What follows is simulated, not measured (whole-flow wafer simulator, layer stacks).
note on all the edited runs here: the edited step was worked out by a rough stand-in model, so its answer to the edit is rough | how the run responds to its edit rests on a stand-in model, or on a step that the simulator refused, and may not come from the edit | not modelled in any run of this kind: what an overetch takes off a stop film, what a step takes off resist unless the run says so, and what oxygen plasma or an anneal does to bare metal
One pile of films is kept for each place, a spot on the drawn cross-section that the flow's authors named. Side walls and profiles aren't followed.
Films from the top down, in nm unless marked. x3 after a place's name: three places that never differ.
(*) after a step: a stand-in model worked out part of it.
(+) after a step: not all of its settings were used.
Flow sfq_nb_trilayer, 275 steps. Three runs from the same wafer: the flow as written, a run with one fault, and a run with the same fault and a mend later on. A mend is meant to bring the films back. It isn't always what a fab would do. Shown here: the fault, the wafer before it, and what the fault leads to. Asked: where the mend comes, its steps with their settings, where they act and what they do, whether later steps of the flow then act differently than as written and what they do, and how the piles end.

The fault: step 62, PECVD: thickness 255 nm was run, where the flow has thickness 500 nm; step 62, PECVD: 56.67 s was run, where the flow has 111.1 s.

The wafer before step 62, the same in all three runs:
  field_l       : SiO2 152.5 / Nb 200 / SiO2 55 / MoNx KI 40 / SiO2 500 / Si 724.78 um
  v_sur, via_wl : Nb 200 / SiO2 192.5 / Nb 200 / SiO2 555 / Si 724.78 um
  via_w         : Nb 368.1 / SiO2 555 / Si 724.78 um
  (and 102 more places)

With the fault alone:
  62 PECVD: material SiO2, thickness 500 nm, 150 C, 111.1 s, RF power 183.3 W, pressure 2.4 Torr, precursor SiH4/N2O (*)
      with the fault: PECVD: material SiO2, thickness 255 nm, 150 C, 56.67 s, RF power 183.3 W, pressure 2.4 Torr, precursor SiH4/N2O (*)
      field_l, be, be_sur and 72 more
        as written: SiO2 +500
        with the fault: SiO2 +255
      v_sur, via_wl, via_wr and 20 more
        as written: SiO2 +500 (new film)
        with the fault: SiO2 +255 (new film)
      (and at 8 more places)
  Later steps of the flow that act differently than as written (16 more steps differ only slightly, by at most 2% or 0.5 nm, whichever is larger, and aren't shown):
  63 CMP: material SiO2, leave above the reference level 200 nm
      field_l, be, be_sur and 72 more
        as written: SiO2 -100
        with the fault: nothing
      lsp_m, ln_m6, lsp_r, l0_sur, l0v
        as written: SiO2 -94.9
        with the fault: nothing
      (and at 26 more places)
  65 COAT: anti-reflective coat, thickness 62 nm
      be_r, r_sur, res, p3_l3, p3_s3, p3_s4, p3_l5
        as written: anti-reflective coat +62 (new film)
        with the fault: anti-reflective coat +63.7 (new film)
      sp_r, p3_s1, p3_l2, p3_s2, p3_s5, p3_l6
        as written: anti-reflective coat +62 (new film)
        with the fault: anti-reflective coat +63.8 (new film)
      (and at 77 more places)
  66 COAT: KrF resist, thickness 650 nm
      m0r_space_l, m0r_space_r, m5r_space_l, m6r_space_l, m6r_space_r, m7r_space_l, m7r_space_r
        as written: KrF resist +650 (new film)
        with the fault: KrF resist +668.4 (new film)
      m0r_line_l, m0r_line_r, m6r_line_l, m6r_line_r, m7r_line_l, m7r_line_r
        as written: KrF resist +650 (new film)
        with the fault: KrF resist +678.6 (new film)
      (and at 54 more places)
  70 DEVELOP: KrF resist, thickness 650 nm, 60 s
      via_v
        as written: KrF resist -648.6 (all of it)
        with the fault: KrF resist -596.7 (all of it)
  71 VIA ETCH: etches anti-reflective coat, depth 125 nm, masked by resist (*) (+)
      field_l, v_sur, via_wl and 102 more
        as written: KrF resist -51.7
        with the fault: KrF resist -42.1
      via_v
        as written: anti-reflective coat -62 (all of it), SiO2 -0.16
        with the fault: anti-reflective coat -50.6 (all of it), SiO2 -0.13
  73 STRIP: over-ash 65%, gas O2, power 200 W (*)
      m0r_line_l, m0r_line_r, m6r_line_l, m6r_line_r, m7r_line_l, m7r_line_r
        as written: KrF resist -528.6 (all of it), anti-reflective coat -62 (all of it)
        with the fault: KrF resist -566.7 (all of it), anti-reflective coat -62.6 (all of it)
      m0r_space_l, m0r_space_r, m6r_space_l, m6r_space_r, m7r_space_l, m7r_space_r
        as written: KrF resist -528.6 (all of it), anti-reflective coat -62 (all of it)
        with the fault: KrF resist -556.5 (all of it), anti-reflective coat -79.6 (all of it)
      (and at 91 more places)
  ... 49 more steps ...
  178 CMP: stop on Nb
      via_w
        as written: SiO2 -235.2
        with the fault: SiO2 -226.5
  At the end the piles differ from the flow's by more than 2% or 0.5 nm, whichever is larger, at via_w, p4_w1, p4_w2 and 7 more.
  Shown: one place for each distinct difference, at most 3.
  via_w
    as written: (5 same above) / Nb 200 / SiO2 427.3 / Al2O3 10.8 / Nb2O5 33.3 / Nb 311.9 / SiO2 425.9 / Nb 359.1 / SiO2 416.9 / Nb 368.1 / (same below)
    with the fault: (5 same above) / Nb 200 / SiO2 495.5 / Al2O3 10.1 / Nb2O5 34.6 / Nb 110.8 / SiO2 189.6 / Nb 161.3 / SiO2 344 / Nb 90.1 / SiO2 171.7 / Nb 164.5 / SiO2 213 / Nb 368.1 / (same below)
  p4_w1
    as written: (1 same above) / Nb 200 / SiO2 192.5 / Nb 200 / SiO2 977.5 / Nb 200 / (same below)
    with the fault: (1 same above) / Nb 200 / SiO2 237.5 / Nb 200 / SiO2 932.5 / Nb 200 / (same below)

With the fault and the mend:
  The mend comes after step 62.
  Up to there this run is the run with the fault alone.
  62a PECVD: material SiO2, thickness 245 nm, 150 C, 54.44 s, RF power 183.3 W, pressure 2.4 Torr, precursor SiH4/N2O (*) (the flow's step 62 once more, with other settings)
      field_l, v_sur, via_wl and 102 more
        SiO2 +245
      via_w
        SiO2 +257.5
  Later steps of the flow that act differently than as written:
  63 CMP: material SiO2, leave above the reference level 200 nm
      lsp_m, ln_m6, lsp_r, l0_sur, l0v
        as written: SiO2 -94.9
        with the mend: SiO2 -100
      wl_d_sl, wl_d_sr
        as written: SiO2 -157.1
        with the mend: SiO2 -100
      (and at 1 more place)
  At the end the piles are the same as the flow's at every place that both follow.
